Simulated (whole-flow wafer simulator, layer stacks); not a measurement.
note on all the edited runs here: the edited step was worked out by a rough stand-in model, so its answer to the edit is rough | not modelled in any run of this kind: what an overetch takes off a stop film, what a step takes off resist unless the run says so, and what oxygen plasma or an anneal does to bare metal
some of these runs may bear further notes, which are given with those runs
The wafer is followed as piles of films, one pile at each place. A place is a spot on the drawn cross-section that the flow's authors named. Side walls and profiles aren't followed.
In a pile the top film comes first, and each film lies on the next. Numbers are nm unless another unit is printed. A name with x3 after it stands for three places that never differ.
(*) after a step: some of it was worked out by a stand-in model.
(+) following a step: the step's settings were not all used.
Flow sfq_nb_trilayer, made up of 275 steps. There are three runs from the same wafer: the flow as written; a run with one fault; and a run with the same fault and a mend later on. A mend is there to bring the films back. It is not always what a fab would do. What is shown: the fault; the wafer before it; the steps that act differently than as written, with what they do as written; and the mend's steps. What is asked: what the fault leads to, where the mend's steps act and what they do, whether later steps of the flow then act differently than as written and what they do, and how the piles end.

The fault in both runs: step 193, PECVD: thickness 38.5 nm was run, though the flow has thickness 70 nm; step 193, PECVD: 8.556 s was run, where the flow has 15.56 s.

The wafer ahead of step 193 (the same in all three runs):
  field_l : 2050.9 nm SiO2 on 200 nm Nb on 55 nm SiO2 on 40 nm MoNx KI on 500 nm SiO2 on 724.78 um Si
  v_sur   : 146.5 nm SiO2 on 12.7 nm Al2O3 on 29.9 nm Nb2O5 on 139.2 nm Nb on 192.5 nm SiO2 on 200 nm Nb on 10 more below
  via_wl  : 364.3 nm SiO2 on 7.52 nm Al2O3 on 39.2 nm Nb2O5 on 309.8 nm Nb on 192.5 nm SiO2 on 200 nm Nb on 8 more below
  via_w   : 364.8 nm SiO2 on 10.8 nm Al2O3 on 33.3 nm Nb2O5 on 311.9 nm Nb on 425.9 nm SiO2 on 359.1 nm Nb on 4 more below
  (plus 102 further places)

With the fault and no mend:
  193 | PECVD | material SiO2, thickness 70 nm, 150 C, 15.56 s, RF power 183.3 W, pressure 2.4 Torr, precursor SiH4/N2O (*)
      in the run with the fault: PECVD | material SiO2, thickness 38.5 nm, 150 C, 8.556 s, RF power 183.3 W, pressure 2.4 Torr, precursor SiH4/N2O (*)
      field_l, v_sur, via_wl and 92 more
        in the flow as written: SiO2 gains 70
        in the run with the fault: SiO2 gains 38.5
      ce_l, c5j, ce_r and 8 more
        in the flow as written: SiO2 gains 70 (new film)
        in the run with the fault: SiO2 gains 38.5 (new film)
  Steps later in the flow that act otherwise than as written (10 other steps are not shown; they differ only slightly, by no more than 2% or 0.5 nm, whichever is larger):
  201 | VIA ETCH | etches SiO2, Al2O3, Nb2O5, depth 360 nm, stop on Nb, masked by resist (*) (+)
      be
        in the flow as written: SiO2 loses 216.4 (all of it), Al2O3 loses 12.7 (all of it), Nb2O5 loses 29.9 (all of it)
        in the run with the fault: SiO2 loses 184.9 (all of it), Al2O3 loses 12.7 (all of it), Nb2O5 loses 29.9 (all of it)
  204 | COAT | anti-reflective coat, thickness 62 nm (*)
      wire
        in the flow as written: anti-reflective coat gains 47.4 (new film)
        in the run with the fault: anti-reflective coat gains 48.6 (new film)
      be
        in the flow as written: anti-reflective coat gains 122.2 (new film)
        in the run with the fault: anti-reflective coat gains 117.5 (new film)
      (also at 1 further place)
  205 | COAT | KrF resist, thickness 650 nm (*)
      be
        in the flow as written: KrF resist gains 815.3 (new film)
        in the run with the fault: KrF resist gains 792.7 (new film)
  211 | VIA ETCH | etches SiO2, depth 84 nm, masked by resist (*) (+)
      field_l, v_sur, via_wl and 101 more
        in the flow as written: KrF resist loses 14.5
        in the run with the fault: KrF resist loses 9.92
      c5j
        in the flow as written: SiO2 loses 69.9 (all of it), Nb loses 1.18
        in the run with the fault: SiO2 loses 38.4 (all of it), Nb loses 1.6
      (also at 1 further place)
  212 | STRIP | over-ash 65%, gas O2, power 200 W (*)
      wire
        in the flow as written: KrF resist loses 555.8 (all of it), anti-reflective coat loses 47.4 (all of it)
        in the run with the fault: KrF resist loses 561.8 (all of it), anti-reflective coat loses 48.6 (all of it)
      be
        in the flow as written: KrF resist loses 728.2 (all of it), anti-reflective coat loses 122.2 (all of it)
        in the run with the fault: KrF resist loses 710.2 (all of it), anti-reflective coat loses 117.5 (all of it)
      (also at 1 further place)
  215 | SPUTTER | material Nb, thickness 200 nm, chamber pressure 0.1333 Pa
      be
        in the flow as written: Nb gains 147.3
        in the run with the fault: Nb gains 154.6
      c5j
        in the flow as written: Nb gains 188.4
        in the run with the fault: Nb gains 196.4
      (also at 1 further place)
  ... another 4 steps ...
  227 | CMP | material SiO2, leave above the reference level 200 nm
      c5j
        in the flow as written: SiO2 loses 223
        in the run with the fault: SiO2 loses 247.4
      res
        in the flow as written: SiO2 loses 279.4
        in the run with the fault: SiO2 loses 318
  At v_sur, via_wl, via_w and 79 more, the piles at the end differ from the flow's by more than 2% or 0.5 nm, whichever is larger.
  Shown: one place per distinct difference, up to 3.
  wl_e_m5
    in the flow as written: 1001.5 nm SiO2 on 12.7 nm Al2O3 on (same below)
    in the run with the fault: 970 nm SiO2 on 12.7 nm Al2O3 on (same below)
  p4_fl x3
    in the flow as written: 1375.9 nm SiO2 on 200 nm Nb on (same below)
    in the run with the fault: 1344.4 nm SiO2 on 200 nm Nb on (same below)
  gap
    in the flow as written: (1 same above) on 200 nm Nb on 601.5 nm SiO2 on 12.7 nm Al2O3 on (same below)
    in the run with the fault: (1 same above) on 200 nm Nb on 570 nm SiO2 on 12.7 nm Al2O3 on (same below)

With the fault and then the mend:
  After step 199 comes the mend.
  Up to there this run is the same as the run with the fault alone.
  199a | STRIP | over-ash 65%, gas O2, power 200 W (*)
      p4_fl x3, p4_w1 x9, p4_g1 x2 and 33 more
        KrF resist loses 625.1 (all of it), anti-reflective coat loses 62 (all of it)
      wl_b_m5, wl_b_sr, wl_c_sl and 12 more
        KrF resist loses 625 (all of it), anti-reflective coat loses 62 (all of it)
      v_sur, via_wl, via_w
        KrF resist loses 625.7 (all of it), anti-reflective coat loses 62.2 (all of it)
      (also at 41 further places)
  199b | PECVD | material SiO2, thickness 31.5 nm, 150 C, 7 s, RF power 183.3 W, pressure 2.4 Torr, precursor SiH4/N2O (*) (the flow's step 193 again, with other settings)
      field_l, v_sur, via_wl and 103 more
        SiO2 gains 31.5
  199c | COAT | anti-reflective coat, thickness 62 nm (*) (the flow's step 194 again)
      p4_fl x3, p4_w1 x9, p4_g1 x2 and 50 more
        anti-reflective coat gains 62 (new film)
      via_wr, via_sp, via_v, wire, lsp_r, l0_sur, l0v
        anti-reflective coat gains 62.3 (new film)
      be, be_sur, gap, lsp_m, ln_m6
        anti-reflective coat gains 62.4 (new film)
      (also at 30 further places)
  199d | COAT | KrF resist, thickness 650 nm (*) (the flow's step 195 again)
      p4_fl x3, p4_w1 x9, p4_g1 x2 and 33 more
        KrF resist gains 650 (new film)
      wl_b_m5, wl_b_sr, wl_c_sl and 12 more
        KrF resist gains 649.9 (new film)
      v_sur, via_wl, via_w
        KrF resist gains 650.6 (new film)
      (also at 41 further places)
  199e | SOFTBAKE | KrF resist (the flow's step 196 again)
      does not change any film at any place that is followed
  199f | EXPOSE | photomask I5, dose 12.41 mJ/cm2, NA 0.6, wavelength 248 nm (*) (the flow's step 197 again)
      does not change any film at any place that is followed
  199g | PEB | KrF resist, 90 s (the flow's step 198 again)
      field_l, v_sur, via_wl and 87 more
        KrF resist loses 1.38
      jj_sur, ce_l, sp_r, moat, field_r, wl_jj
        KrF resist loses 1.39
      be_r, r_sur, res, r_end
        KrF resist loses 1.33
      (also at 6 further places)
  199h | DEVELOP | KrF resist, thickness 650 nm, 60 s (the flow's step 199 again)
      field_l, v_sur, via_wl and 102 more
        KrF resist loses 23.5
      be
        KrF resist loses 649.8 (all of it)
  Every later step of the flow that is run acts as written, at every place that is followed, to within 2% or 0.5 nm, whichever is larger.
  By the end, the piles equal the flow's at every place that both follow.
